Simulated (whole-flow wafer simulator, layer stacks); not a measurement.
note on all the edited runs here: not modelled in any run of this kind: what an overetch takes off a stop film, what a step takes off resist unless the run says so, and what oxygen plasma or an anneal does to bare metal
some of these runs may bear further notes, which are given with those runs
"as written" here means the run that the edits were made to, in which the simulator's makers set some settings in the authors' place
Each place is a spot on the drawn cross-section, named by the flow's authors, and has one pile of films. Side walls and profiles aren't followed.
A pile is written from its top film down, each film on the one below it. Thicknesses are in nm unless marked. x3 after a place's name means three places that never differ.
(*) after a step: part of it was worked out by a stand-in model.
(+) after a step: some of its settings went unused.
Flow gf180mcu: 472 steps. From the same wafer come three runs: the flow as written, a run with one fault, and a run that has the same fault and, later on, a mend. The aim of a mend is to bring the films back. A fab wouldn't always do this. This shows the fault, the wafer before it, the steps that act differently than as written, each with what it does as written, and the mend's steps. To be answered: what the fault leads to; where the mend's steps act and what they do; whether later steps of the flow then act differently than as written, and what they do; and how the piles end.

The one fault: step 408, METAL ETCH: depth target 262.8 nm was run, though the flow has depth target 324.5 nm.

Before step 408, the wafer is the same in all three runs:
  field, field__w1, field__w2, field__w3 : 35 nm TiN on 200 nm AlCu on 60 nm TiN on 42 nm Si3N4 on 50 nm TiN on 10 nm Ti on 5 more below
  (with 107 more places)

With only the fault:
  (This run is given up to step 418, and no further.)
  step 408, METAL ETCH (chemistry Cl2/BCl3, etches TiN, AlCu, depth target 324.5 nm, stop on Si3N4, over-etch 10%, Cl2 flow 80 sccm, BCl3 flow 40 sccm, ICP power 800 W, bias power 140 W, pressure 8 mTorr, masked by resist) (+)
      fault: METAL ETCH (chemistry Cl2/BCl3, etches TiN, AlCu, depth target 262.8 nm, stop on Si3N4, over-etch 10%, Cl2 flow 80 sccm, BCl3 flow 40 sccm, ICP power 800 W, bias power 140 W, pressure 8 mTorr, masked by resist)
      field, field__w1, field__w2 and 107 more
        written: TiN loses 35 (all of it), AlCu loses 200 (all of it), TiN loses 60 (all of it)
        fault: TiN loses 35 (all of it), AlCu loses 200 (all of it), TiN loses 27.8
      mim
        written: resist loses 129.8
        fault: resist loses 105.1
  Later steps of the flow acting differently than as written (3 more steps, not shown, differ only slightly: by at most 2% or 0.5 nm, whichever is larger):
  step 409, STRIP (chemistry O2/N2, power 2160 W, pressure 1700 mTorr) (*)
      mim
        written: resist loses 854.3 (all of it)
        fault: resist loses 879 (all of it)
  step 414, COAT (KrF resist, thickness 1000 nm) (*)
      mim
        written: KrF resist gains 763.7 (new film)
        fault: KrF resist gains 788.3 (new film)
  After step 418, at field, field__w1, field__w2 and 109 more, the piles differ from the flow's by more than 2% or 0.5 nm, whichever is larger.
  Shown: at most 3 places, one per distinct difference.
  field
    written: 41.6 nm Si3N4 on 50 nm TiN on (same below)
    fault: 31.8 nm TiN on 42 nm Si3N4 on 50 nm TiN on (same below)
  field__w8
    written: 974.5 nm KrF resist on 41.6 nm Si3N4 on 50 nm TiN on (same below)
    fault: 974.5 nm KrF resist on 31.8 nm TiN on 42 nm Si3N4 on 50 nm TiN on (same below)
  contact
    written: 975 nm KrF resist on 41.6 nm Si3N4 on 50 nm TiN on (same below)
    fault: 974.9 nm KrF resist on 31.8 nm TiN on 42 nm Si3N4 on 50 nm TiN on (same below)

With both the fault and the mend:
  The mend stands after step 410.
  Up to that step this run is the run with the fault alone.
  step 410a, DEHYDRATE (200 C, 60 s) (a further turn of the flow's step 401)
      does not change any film at any place that is followed
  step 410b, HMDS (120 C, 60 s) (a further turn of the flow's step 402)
      does not change any film at any place that is followed
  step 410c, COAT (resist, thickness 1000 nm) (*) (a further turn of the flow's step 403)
      field__w8, m1__w1, iso_ptap_pw and 39 more
        resist gains 1000 (new film)
      p_well, sti, spacer, sd_n, mim_1p0, pad, dice_street
        resist gains 1000.6 (new film)
      field, ld_acc_p, ld_fp_p, ld_drift_p, ld_drn_p, m1_nw
        resist gains 1001.5 (new film)
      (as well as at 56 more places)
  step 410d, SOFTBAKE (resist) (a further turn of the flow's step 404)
      field__w2
        resist gains 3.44
      field__w3
        resist gains 3.62
      field__w5
        resist loses 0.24
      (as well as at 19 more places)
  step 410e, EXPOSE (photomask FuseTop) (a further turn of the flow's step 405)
      does not change any film at any place that is followed
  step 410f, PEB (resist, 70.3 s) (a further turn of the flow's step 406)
      field, field__w1, field__w5 and 95 more
        resist loses 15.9
      field__w2, field__w3, field__w12, pplus_u, nw_enc_fld_lv__w1, nw_enc_fld_lv__w4
        resist loses 16
      field__w7, field__w11, field__w13, ppoly_u, npoly_sal
        resist loses 16.2
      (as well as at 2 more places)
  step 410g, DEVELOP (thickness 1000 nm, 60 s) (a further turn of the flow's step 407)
      field__w8, m1__w1, iso_ptap_pw and 39 more
        resist loses 984.1 (all of it)
      p_well, sti, spacer, sd_n, mim_1p0, pad, dice_street
        resist loses 984.7 (all of it)
      field, ld_acc_p, ld_fp_p, ld_drift_p, ld_drn_p, m1_nw
        resist loses 985.6 (all of it)
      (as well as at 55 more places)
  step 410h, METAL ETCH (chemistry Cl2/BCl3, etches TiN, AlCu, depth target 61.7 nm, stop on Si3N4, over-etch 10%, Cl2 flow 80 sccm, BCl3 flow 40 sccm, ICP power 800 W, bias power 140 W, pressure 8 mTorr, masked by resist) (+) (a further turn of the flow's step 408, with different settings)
      field, field__w1, field__w2 and 107 more
        TiN loses 31.8 (all of it)
      mim
        resist loses 14
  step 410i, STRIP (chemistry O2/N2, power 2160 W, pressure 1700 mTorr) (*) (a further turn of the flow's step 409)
      mim
        resist loses 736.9 (all of it)
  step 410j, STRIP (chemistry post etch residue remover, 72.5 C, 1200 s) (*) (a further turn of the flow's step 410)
      field, field__w1, field__w2 and 107 more
        Si3N4 loses 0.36
      mim
        TiN loses 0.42
  Every later step of the flow that is run acts as written, at every place that is followed, to within 2% or 0.5 nm, whichever is larger.
  When the end is reached, the piles differ only a little from the flow's at the places that both follow, at most by 2% or 0.5 nm, whichever is larger.
